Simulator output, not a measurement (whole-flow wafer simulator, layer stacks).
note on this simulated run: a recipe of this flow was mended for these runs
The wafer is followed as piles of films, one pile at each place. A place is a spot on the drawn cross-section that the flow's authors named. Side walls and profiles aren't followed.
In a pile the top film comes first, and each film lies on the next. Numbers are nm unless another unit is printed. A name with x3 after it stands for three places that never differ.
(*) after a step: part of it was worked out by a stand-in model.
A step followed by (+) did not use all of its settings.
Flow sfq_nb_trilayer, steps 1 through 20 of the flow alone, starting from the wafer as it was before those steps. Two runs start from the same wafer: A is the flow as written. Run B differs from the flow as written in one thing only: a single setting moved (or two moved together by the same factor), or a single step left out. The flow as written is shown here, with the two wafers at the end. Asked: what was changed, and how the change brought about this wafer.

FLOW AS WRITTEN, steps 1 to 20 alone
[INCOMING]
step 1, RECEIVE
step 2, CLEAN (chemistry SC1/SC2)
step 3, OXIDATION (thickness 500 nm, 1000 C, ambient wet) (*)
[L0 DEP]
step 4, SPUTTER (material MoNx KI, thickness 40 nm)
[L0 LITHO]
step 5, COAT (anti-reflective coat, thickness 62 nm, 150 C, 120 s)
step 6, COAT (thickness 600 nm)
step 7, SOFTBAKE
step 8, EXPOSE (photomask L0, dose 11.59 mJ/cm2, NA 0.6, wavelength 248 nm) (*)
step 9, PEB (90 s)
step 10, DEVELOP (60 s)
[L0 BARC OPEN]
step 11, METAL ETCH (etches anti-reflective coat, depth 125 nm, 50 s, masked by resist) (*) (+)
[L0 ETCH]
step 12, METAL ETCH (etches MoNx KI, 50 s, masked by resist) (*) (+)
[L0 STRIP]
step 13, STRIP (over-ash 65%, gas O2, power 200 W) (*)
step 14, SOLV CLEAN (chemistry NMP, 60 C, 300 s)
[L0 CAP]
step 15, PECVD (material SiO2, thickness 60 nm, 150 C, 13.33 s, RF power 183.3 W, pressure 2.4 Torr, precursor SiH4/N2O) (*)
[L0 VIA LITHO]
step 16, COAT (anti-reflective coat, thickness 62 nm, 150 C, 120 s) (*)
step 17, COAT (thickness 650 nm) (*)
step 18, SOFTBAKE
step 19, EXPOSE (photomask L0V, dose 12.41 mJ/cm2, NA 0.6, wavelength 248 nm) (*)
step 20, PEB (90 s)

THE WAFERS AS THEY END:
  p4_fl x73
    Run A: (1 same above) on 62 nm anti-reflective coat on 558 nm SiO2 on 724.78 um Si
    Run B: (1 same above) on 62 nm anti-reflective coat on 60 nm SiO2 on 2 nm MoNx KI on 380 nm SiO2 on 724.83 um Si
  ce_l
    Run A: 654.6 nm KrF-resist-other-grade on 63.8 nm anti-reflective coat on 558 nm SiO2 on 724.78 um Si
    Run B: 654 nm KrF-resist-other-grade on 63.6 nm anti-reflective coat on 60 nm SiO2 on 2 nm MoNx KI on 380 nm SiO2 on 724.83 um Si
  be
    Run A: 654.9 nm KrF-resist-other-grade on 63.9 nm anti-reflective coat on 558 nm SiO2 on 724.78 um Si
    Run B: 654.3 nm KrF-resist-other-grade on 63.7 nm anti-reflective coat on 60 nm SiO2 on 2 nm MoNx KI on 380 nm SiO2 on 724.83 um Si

Cause: step 3, OXIDATION: thickness 380 nm was run, though the flow has thickness 500 nm; step 12, METAL ETCH: 38 s was run, where the flow has 50 s.

The path from the change to this, step by step:
  step 3, OXIDATION (thickness 500 nm, 1000 C, ambient wet) (*)
      field_l, v_sur, via_wl and 103 more: A SiO2 gains 500 (new film), chemical SiO2 loses 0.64 (all of it), Si loses 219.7 | B SiO2 gains 380 (new film), chemical SiO2 loses 0.64 (all of it), Si loses 166.9
  step 12, METAL ETCH (etches MoNx KI, 50 s, masked by resist) (*) (+)
      v_sur, via_wl, via_w and 97 more: A MoNx KI loses 40 (all of it), SiO2 loses 2 | B MoNx KI loses 38
      field_l, l0_sur, l0v, l0r_line_l, l0r_line_c, l0r_line_r: A KrF-resist-other-grade loses 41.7 | B KrF-resist-other-grade loses 31.7
  step 13, STRIP (over-ash 65%, gas O2, power 200 W) (*)
      field_l, l0_sur, l0v, l0r_line_l, l0r_line_c, l0r_line_r: A KrF-resist-other-grade loses 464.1 (all of it), anti-reflective coat loses 62 (all of it) | B KrF-resist-other-grade loses 474.1 (all of it), anti-reflective coat loses 62 (all of it)
  step 15, PECVD (material SiO2, thickness 60 nm, 150 C, 13.33 s, RF power 183.3 W, pressure 2.4 Torr, precursor SiH4/N2O) (*)
      v_sur, via_wl, via_w and 97 more: A SiO2 gains 60 | B SiO2 gains 60 (new film)
  step 16, COAT (anti-reflective coat, thickness 62 nm, 150 C, 120 s) (*)
      field_l: A anti-reflective coat gains 50 (new film) | B anti-reflective coat gains 51.1 (new film)
      l0_sur: A anti-reflective coat gains 46.9 (new film) | B anti-reflective coat gains 48.3 (new film)
      (also at 1 further place)
Taking metal films that touch as one body, p4_fl x73 has 1 body; the flow as written gives 0 bodies.
Taking metal films that touch as one body, ce_l has 1 body; the flow as written gives 0 bodies.
Taking metal films that touch as one body, be has 1 body; the flow as written gives 0 bodies.
